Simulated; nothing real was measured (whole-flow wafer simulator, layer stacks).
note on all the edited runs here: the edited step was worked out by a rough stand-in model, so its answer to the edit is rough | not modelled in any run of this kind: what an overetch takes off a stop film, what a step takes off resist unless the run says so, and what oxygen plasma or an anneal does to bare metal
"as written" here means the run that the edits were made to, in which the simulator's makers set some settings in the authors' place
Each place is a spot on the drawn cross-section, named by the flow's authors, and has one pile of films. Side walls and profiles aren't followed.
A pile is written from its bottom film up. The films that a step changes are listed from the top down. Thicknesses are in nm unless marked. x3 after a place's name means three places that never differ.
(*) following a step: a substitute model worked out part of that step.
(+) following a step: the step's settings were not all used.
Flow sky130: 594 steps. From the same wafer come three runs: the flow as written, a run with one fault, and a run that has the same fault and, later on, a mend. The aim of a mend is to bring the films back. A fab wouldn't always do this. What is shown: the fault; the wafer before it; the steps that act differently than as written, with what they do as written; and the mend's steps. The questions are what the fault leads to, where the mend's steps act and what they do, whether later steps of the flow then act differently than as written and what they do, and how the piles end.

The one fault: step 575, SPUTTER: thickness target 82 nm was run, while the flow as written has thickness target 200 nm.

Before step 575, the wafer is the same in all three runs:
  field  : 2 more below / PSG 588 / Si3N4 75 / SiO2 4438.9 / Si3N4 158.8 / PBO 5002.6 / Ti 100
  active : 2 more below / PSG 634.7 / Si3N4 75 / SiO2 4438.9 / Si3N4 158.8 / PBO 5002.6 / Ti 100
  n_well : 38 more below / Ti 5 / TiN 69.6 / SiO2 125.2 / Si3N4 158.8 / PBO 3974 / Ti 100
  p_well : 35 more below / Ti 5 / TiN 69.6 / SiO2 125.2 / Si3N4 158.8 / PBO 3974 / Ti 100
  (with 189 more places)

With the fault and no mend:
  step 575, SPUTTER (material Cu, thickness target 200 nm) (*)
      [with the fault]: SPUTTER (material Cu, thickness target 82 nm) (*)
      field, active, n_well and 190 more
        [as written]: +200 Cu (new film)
        [with the fault]: +82 Cu (new film)
  Later steps of the flow acting differently than as written (6 more steps, not shown, differ only slightly: by at most 2% or 0.5 nm, whichever is larger):
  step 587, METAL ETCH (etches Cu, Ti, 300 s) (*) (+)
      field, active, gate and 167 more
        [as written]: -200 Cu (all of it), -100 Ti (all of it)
        [with the fault]: -82 Cu (all of it), -100 Ti (all of it)
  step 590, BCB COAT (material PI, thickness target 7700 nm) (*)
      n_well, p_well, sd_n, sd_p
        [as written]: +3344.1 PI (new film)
        [with the fault]: +3462.1 PI (new film)
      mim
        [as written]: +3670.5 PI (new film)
        [with the fault]: +3783.2 PI (new film)
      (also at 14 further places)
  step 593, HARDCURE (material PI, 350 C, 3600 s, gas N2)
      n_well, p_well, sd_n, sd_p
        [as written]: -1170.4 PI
        [with the fault]: -1211.7 PI
  By the end, the piles at n_well, p_well, sd_n and 20 more depart from the flow's by more than 2% or 0.5 nm, whichever is larger.
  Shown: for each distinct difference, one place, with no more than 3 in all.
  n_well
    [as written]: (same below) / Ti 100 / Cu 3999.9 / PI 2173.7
    [with the fault]: (same below) / Ti 100 / Cu 3881.9 / PI 2250.4
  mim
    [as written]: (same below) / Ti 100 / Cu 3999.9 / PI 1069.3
    [with the fault]: (same below) / Ti 100 / Cu 3881.9 / PI 1179.7
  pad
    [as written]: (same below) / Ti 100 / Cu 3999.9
    [with the fault]: (same below) / Ti 100 / Cu 3881.9

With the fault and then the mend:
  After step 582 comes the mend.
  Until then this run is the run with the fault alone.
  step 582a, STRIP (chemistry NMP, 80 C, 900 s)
      wcut_nhv, wcut_phv, wcut_fox_pw and 23 more
        -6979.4 i-line resist (all of it)
      mim_edge_plate_strap, mim_edge_plate, mim_edge_gap, mim_edge_gap_sheet, vpp_l1ln, dnw_fox
        -6980.8 i-line resist (all of it)
      gate_len, gate_lvt_sd_len, gate_p_sd_len, gate_p_hvt_sd_len, gate_p_lvt_sd_len, gate_len_250
        -6982 i-line resist (all of it)
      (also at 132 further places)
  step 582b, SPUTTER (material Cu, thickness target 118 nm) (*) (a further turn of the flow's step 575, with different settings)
      field, active, n_well and 190 more
        +118 Cu
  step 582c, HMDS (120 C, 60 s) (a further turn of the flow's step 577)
      alters no film at any place that is followed
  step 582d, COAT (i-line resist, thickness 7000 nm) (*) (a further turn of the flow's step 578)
      dice_street, wcut_nhv, wcut_phv and 18 more
        +7000 i-line resist (new film)
      poly_ln, iso_pw_fox, gate_lvt_sd, active_lvt, spacer_lvt, sonos_sd, sonos_cell_x, sonos_guard_x
        +7003.2 i-line resist (new film)
      vpp_iso2, mim_edge_plate_strap, mim_edge_plate, mim_edge_gap, mim_edge_gap_sheet, gate_hv_nvt, de16_nw_sti
        +7001.4 i-line resist (new film)
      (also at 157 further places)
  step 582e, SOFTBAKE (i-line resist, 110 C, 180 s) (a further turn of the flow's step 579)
      de16_gate_pw, de16_pw_fp, de16_pw_sti, de16_psrc_nw
        -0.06 i-line resist
      field, active_lvt
        +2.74 i-line resist
      mim, vcap_hvt
        -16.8 i-line resist
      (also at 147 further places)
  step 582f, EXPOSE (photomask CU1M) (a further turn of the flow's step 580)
      alters no film at any place that is followed
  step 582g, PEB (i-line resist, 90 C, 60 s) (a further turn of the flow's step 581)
      field, active, n_well and 134 more
        -0.07 i-line resist
      pad
        -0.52 i-line resist
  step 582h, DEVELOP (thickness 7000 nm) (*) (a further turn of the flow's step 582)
      field, active, gate and 167 more
        -20.6 i-line resist
      n_well, p_well, sd_n, sd_p
        -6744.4 i-line resist (all of it)
      dep_nw_sti, dep_ntap_nw, de16_nw_sti
        -7000.7 i-line resist (all of it)
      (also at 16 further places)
  None of the later steps of the flow acts differently than as written at any place that is followed.
  By the end, the piles equal the flow's at every place that both follow.
